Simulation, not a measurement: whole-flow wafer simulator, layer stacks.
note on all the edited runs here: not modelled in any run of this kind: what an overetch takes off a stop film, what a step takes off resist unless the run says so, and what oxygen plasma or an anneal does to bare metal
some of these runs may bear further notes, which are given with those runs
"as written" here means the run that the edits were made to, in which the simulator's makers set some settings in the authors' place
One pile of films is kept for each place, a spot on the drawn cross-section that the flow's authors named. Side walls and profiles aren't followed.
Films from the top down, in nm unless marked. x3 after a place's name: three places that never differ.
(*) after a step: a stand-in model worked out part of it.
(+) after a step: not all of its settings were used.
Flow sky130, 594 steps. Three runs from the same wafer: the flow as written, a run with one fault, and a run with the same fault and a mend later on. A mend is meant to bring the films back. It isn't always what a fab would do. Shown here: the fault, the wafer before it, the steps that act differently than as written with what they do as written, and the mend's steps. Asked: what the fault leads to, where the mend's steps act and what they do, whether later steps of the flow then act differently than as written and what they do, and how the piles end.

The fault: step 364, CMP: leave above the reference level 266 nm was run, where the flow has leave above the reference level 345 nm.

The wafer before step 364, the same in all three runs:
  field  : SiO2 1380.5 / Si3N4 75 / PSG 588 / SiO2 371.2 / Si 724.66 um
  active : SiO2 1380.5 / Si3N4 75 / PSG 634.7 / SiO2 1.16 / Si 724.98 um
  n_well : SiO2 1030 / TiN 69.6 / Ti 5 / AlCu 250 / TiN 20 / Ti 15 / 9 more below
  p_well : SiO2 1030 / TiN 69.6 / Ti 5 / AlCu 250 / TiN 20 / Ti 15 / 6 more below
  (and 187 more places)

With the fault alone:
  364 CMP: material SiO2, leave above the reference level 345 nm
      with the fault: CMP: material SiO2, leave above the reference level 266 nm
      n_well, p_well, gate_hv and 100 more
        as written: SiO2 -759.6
        with the fault: SiO2 -838.6
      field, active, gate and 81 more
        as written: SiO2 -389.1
        with the fault: SiO2 -468.1
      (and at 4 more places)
  Later steps of the flow that act differently than as written (7 more steps differ only slightly, by at most 2% or 0.5 nm, whichever is larger, and aren't shown):
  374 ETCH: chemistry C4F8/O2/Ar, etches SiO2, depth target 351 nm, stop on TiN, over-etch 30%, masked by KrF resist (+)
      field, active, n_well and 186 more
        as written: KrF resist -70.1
        with the fault: KrF resist -49.6
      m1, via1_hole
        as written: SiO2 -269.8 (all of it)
        with the fault: SiO2 -190.8 (all of it)
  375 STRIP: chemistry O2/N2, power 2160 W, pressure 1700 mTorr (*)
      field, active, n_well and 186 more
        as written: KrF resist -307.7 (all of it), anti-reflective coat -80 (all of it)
        with the fault: KrF resist -328.2 (all of it), anti-reflective coat -80 (all of it)
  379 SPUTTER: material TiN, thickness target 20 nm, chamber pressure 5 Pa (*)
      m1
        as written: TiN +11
        with the fault: TiN +12.6
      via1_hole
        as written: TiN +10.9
        with the fault: TiN +12.5
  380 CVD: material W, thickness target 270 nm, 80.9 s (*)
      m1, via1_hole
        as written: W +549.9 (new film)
        with the fault: W +469.3 (new film)
  At the end the piles differ from the flow's by more than 2% or 0.5 nm, whichever is larger, at n_well, p_well, gate_hv and 120 more.
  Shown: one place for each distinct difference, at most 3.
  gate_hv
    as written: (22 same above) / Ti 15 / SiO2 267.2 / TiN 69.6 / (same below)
    with the fault: (22 same above) / Ti 15 / SiO2 188.2 / TiN 69.6 / (same below)
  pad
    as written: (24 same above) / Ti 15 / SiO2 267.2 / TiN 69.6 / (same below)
    with the fault: (24 same above) / Ti 15 / SiO2 188.2 / TiN 69.6 / (same below)
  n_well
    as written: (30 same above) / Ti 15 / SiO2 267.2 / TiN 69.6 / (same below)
    with the fault: (30 same above) / Ti 15 / SiO2 188.2 / TiN 69.6 / (same below)

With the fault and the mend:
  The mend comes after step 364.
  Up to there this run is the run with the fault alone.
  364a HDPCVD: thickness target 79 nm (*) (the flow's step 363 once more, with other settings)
      field, active, n_well and 188 more
        SiO2 +79
  No later step of the flow acts differently than as written, at any place that is followed, by more than 2% or 0.5 nm, whichever is larger.
  At the end the piles are the same as the flow's at every place that both follow.
